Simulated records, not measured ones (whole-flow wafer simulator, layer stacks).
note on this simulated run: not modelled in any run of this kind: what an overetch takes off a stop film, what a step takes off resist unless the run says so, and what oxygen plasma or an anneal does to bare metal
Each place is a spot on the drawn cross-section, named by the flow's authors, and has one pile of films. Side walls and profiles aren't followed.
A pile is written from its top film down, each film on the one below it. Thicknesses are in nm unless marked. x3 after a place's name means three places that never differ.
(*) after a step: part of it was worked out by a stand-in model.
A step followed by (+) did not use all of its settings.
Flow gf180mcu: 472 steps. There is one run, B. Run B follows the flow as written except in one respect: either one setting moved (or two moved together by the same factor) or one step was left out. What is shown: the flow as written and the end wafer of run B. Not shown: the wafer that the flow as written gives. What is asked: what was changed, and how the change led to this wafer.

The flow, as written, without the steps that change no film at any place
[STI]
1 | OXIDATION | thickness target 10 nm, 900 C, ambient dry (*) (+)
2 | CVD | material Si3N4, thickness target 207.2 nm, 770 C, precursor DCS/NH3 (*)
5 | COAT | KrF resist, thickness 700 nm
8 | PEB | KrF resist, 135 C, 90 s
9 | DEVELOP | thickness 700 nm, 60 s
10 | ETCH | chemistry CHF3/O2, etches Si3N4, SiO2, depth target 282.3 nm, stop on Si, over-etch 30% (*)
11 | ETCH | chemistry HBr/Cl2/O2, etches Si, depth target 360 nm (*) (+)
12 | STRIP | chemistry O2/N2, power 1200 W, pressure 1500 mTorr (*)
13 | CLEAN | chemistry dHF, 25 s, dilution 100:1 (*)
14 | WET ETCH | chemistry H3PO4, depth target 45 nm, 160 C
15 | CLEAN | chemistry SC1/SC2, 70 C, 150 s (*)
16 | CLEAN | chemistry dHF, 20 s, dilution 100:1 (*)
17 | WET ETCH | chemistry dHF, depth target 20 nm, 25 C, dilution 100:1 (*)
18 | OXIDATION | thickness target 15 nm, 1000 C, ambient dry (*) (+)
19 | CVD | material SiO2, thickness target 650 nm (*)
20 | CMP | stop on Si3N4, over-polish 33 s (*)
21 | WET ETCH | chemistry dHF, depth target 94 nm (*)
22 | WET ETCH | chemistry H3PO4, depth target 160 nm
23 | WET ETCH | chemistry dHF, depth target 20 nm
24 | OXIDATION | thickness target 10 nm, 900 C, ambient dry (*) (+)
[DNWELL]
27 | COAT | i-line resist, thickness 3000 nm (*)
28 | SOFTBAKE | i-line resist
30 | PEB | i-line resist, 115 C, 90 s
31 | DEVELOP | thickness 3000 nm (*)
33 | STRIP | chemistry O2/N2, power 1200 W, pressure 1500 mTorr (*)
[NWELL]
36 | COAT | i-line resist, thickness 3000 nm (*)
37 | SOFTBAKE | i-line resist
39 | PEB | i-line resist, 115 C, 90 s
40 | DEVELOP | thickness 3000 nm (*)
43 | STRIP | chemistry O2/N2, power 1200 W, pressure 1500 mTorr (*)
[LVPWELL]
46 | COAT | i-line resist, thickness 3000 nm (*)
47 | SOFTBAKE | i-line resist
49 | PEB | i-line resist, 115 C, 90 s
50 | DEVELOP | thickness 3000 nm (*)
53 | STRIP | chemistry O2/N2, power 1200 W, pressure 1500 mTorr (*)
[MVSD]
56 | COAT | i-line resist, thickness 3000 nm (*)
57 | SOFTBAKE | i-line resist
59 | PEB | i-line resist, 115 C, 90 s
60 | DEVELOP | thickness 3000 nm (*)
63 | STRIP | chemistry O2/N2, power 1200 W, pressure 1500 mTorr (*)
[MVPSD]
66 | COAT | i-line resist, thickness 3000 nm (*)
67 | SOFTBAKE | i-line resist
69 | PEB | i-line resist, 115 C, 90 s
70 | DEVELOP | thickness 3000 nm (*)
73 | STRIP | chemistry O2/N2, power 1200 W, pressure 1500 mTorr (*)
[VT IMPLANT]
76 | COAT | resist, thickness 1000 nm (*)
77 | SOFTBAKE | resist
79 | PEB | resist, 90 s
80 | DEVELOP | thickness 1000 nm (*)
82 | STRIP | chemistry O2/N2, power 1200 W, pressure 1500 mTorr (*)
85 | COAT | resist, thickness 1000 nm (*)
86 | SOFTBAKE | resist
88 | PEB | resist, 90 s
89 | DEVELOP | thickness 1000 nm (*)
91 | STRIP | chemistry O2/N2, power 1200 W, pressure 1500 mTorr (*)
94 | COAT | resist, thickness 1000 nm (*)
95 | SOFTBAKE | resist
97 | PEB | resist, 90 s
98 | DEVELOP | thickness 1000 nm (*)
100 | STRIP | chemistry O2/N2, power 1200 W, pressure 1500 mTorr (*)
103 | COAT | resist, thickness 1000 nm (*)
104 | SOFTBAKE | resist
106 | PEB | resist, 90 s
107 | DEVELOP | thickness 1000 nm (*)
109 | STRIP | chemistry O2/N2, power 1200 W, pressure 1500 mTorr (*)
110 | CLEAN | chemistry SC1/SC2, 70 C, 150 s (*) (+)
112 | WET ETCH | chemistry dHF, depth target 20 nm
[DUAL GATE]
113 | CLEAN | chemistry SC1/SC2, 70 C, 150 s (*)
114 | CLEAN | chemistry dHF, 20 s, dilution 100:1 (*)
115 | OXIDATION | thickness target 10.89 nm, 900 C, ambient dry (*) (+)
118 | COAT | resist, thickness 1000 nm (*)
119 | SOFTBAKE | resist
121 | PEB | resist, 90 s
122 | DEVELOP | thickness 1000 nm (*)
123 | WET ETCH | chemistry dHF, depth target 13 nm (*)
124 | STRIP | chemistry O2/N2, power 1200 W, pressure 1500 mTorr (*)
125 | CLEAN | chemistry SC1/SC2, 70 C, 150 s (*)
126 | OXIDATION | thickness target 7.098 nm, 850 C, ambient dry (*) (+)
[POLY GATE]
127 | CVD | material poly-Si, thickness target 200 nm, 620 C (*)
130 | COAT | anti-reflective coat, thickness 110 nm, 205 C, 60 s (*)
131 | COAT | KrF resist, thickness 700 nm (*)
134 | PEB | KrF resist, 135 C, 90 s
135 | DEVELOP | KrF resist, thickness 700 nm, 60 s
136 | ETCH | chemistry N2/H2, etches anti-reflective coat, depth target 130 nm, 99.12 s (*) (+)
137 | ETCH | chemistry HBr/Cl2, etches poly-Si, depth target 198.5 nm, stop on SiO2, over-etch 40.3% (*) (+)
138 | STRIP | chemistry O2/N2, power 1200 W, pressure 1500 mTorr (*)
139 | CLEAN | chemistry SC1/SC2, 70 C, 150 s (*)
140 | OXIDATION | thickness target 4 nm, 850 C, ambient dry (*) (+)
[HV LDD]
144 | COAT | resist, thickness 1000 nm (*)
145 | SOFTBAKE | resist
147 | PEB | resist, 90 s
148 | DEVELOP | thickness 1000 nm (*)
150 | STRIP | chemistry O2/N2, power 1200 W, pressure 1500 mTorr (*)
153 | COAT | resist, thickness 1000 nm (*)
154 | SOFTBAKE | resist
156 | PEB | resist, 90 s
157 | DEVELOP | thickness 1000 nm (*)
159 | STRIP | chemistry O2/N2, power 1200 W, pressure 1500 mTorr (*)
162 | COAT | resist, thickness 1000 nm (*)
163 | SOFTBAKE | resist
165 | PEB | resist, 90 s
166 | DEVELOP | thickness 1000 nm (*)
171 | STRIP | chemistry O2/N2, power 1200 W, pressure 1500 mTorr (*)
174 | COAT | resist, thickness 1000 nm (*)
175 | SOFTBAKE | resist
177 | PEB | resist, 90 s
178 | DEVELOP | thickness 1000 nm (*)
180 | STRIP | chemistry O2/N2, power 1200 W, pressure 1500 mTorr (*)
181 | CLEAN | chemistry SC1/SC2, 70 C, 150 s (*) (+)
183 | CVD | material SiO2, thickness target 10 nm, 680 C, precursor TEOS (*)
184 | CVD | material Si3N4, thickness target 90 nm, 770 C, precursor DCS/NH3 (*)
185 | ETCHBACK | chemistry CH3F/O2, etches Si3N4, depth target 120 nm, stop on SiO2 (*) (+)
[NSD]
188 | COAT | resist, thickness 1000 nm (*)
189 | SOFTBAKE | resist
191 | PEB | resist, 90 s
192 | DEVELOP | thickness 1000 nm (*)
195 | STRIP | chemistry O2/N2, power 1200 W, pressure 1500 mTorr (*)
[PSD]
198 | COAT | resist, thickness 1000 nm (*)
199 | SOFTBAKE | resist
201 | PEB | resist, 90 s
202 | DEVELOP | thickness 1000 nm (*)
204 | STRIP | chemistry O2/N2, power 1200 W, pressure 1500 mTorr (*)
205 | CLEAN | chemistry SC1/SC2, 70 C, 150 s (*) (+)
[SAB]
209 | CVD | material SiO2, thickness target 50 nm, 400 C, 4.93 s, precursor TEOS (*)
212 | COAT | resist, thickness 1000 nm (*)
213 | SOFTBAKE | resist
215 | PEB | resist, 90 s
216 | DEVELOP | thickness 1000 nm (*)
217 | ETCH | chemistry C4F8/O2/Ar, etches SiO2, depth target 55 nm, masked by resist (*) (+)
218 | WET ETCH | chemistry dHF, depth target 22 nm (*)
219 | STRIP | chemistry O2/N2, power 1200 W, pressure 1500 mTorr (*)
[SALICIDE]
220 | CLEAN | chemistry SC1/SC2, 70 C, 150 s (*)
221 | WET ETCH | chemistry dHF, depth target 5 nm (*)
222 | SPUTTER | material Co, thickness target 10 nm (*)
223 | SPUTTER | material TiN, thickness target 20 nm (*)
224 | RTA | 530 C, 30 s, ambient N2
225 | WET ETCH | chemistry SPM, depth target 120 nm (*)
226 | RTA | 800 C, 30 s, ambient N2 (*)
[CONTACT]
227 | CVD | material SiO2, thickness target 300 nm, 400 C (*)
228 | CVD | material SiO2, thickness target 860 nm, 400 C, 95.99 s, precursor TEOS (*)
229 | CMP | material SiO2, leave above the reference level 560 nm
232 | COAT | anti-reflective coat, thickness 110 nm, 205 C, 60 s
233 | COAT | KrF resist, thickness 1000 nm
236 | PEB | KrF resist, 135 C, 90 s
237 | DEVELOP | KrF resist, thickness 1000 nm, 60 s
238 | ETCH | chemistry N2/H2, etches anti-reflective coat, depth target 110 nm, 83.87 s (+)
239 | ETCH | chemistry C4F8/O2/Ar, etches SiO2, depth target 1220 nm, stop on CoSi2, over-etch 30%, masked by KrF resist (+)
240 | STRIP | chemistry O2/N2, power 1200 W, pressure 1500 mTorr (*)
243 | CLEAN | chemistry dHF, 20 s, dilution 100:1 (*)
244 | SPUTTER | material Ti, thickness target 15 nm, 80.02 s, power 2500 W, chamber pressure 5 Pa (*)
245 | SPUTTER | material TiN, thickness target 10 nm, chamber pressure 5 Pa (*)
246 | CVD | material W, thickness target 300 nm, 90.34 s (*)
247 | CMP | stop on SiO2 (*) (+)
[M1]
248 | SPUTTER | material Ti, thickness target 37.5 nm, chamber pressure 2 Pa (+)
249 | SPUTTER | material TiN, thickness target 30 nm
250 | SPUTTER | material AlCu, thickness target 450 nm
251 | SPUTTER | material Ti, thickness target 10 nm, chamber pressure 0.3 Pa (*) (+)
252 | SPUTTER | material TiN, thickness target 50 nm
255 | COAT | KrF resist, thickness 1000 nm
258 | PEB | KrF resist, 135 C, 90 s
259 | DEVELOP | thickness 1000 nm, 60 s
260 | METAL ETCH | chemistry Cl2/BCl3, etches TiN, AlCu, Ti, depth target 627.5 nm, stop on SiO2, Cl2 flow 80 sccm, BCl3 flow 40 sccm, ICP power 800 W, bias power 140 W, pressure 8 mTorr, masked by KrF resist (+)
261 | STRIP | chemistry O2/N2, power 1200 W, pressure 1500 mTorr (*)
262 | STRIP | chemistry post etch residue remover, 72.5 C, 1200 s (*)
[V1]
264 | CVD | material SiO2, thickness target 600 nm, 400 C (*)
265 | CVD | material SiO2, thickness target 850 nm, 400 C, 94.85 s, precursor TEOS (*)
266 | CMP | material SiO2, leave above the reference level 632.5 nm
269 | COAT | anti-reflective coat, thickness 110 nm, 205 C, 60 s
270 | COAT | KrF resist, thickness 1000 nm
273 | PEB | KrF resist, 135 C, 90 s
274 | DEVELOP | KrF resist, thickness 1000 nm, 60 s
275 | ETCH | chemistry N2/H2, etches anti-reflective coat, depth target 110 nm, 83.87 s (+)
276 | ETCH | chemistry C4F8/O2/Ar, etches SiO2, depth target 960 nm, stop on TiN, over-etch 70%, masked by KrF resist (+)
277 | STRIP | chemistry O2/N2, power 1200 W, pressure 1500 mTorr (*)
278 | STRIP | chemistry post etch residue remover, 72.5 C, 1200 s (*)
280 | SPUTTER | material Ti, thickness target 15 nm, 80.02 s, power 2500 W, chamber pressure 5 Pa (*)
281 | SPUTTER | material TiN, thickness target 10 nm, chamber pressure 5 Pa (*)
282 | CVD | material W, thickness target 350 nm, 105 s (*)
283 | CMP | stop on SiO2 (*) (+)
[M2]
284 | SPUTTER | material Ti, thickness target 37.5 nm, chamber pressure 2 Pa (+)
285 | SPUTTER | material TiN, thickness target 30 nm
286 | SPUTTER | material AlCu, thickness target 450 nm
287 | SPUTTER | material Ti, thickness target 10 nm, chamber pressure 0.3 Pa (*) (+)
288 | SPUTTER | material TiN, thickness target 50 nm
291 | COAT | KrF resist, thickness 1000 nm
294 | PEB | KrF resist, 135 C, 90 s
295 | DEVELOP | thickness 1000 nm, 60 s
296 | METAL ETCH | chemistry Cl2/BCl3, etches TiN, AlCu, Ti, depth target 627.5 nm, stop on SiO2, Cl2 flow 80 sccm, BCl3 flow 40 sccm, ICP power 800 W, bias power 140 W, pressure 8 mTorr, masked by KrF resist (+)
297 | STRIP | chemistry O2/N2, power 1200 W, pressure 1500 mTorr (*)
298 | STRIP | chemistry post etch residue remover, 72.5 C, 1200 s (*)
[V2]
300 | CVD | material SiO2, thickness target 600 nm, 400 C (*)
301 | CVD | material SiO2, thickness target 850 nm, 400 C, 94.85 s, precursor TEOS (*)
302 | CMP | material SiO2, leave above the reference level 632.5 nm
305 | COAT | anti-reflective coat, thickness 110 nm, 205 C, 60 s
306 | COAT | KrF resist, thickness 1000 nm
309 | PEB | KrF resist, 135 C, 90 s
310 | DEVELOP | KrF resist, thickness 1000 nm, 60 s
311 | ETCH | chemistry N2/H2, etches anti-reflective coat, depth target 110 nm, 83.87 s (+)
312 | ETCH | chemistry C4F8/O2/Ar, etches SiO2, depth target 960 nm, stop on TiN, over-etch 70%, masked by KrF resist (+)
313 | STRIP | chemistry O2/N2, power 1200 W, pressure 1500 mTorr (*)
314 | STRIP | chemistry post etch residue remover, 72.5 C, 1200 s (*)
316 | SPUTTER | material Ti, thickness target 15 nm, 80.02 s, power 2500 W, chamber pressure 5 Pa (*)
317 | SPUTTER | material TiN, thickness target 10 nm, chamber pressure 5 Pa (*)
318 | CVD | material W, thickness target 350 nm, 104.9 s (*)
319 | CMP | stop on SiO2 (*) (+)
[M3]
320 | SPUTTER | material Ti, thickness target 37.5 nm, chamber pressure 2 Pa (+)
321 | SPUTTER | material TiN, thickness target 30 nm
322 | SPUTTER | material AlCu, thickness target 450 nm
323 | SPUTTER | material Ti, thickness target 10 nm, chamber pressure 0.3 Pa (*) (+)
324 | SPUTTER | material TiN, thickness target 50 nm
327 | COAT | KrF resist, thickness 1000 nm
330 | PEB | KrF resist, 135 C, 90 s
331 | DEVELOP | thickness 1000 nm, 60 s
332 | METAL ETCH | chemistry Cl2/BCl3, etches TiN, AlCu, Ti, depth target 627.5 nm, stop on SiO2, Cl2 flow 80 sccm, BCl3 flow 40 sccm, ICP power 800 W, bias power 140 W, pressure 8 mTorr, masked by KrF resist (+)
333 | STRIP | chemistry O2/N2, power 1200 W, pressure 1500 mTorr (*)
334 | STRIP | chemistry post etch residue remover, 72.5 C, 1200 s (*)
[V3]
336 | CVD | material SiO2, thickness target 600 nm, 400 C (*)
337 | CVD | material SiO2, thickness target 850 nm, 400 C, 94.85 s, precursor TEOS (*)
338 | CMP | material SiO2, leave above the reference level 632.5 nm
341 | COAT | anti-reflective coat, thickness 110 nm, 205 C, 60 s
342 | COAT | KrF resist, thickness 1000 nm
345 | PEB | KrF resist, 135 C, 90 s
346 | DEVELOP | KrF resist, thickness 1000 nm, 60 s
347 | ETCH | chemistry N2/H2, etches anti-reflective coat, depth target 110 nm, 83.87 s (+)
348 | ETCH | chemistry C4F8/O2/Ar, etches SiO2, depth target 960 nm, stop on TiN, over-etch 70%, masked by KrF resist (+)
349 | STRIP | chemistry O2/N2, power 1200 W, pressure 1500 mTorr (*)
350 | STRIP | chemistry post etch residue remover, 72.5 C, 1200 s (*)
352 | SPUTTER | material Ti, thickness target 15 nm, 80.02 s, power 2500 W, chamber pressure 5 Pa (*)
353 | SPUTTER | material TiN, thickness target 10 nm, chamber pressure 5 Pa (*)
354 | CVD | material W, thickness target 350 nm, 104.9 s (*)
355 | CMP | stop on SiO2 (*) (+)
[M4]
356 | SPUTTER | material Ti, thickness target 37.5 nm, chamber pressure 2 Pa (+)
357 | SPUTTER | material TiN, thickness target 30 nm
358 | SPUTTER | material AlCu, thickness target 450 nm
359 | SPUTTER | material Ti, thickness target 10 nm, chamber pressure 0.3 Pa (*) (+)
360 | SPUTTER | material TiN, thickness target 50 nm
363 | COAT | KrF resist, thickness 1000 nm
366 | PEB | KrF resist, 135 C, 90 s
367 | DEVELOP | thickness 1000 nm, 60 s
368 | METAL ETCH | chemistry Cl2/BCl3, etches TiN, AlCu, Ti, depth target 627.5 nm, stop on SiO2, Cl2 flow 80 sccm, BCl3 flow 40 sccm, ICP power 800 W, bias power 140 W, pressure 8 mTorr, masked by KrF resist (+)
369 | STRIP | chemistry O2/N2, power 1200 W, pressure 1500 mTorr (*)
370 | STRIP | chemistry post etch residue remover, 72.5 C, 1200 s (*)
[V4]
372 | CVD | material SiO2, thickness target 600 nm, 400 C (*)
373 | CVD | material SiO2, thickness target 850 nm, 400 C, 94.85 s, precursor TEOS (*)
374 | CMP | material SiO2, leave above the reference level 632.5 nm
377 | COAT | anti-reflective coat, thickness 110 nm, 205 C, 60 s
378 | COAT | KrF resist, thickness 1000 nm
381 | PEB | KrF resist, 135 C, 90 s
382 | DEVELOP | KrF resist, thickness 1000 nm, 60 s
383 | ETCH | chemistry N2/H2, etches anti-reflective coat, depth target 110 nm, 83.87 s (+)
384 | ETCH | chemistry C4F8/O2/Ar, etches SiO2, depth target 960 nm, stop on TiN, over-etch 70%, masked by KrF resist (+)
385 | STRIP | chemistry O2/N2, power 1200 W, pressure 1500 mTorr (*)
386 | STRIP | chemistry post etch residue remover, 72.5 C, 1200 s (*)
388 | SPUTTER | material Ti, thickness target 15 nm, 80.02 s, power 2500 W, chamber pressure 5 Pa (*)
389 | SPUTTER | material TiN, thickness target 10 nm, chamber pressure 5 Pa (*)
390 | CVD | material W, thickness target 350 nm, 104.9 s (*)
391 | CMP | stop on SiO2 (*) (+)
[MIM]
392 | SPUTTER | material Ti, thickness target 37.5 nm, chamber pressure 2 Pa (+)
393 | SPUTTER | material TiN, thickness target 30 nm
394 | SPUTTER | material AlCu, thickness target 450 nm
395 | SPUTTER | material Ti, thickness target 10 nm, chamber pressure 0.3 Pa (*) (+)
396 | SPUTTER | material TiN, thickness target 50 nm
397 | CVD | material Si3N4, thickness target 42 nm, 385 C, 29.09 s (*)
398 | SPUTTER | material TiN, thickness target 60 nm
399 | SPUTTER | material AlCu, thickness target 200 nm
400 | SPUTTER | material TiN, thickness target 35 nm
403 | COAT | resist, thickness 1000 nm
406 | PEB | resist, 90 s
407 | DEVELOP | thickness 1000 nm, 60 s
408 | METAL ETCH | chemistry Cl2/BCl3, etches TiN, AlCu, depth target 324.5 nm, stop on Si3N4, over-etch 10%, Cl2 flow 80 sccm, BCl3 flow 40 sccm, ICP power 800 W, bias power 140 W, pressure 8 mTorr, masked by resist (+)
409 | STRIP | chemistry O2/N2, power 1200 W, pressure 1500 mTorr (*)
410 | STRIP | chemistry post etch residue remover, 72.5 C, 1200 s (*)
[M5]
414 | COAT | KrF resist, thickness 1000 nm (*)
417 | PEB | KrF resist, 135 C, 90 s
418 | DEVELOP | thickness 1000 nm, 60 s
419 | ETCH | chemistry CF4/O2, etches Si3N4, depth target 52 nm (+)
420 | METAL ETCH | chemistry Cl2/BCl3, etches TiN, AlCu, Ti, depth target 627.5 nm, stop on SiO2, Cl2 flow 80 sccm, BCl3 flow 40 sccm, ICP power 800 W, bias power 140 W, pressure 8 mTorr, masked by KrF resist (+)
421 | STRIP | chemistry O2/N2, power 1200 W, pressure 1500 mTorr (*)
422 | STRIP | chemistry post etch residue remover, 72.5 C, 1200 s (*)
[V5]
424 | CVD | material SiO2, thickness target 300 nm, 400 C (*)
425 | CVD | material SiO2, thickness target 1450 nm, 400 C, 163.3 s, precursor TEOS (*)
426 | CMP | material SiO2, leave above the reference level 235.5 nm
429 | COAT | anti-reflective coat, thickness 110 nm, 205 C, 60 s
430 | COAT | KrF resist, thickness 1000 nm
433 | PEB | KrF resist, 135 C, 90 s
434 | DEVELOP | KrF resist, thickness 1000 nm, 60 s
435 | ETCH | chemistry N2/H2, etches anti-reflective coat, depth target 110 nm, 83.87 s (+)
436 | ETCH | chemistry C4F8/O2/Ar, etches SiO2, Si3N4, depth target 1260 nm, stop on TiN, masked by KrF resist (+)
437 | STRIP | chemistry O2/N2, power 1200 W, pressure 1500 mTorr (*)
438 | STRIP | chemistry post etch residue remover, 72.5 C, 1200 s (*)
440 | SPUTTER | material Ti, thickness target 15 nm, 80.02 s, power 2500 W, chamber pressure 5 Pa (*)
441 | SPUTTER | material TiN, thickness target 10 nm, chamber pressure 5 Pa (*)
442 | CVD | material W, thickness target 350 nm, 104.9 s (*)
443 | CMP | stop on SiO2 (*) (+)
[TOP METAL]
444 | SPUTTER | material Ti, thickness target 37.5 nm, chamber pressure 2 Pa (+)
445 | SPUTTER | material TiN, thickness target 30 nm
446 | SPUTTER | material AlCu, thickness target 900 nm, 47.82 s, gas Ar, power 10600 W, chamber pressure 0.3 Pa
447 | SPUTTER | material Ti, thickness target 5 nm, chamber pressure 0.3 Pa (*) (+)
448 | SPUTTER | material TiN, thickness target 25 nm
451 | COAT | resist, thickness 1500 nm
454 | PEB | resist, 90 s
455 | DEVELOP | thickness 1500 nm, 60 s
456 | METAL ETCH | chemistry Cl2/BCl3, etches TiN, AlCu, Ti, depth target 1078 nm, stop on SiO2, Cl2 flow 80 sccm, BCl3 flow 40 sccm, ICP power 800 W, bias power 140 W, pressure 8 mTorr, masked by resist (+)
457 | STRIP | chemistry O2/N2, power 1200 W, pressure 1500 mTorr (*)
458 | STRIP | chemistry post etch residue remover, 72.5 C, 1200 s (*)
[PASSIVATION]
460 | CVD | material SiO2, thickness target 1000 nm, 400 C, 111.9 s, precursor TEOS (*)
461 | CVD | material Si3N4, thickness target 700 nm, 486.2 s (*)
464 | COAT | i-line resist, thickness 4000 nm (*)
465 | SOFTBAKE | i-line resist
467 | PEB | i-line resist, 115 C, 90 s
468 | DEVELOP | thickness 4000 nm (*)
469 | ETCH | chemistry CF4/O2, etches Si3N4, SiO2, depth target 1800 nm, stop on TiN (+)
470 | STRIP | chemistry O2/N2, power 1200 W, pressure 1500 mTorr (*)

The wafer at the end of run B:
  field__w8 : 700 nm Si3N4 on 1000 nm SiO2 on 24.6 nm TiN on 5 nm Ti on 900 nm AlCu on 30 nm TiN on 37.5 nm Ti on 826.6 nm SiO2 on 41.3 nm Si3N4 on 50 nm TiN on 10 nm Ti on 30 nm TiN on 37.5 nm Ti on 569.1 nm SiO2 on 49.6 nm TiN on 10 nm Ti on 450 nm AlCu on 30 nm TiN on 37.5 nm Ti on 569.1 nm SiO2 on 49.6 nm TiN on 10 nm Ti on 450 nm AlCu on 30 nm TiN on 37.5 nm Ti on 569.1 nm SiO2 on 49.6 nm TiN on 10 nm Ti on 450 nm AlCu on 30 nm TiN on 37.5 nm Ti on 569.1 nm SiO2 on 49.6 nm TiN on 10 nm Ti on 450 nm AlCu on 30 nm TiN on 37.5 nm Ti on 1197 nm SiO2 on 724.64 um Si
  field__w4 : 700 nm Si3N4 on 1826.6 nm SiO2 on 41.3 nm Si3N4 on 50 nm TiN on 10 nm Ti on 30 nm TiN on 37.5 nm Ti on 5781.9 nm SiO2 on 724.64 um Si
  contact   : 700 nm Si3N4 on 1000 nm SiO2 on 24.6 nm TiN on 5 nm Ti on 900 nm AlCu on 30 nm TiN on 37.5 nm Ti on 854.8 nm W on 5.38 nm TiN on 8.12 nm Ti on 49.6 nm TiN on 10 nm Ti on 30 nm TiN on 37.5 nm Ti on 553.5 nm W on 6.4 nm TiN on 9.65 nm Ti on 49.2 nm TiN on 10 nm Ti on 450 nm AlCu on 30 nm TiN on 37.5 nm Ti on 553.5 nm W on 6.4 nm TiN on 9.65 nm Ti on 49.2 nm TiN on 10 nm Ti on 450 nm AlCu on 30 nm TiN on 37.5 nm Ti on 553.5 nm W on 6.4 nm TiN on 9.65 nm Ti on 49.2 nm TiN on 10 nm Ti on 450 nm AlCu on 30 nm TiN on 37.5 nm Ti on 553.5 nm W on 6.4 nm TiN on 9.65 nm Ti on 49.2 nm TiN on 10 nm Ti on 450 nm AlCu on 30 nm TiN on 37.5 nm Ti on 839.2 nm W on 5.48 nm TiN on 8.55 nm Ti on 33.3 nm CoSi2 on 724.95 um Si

What caused this: step 394, SPUTTER: material AlCu, thickness target 450 nm, was not run.

How this came from the change, step by step:
  420 | METAL ETCH | chemistry Cl2/BCl3, etches TiN, AlCu, Ti, depth target 627.5 nm, stop on SiO2, Cl2 flow 80 sccm, BCl3 flow 40 sccm, ICP power 800 W, bias power 140 W, pressure 8 mTorr, masked by KrF resist (+)
      field, field__w1, field__w2 and 101 more: -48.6 TiN (all of it), -10 Ti (all of it), -30 TiN (all of it), -37.5 Ti (all of it) (in the flow as written it would be: -48.6 TiN (all of it), -10 Ti (all of it), -450 AlCu (all of it), -30 TiN (all of it), -37.5 Ti (all of it))
      field__w4, field__w8, contact, m1, m1__w1, mim, mim_1p0, m1_nw: -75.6 KrF resist (in the flow as written it would be: -251 KrF resist)
  421 | STRIP | chemistry O2/N2, power 1200 W, pressure 1500 mTorr (*)
      field__w8, m1__w1: -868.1 KrF resist (all of it) (in the flow as written it would be: -692.7 KrF resist (all of it))
      contact, m1: -868.5 KrF resist (all of it) (in the flow as written it would be: -693.2 KrF resist (all of it))
      (as well as at 4 more places)
  426 | CMP | material SiO2, leave above the reference level 235.5 nm
      field, field__w1, field__w5 and 92 more: -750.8 SiO2 (in the flow as written it would be: -300.8 SiO2)
      field__w2, field__w3, field__w12 and 6 more: -750.8 SiO2 (in the flow as written it would be: -272.7 SiO2)
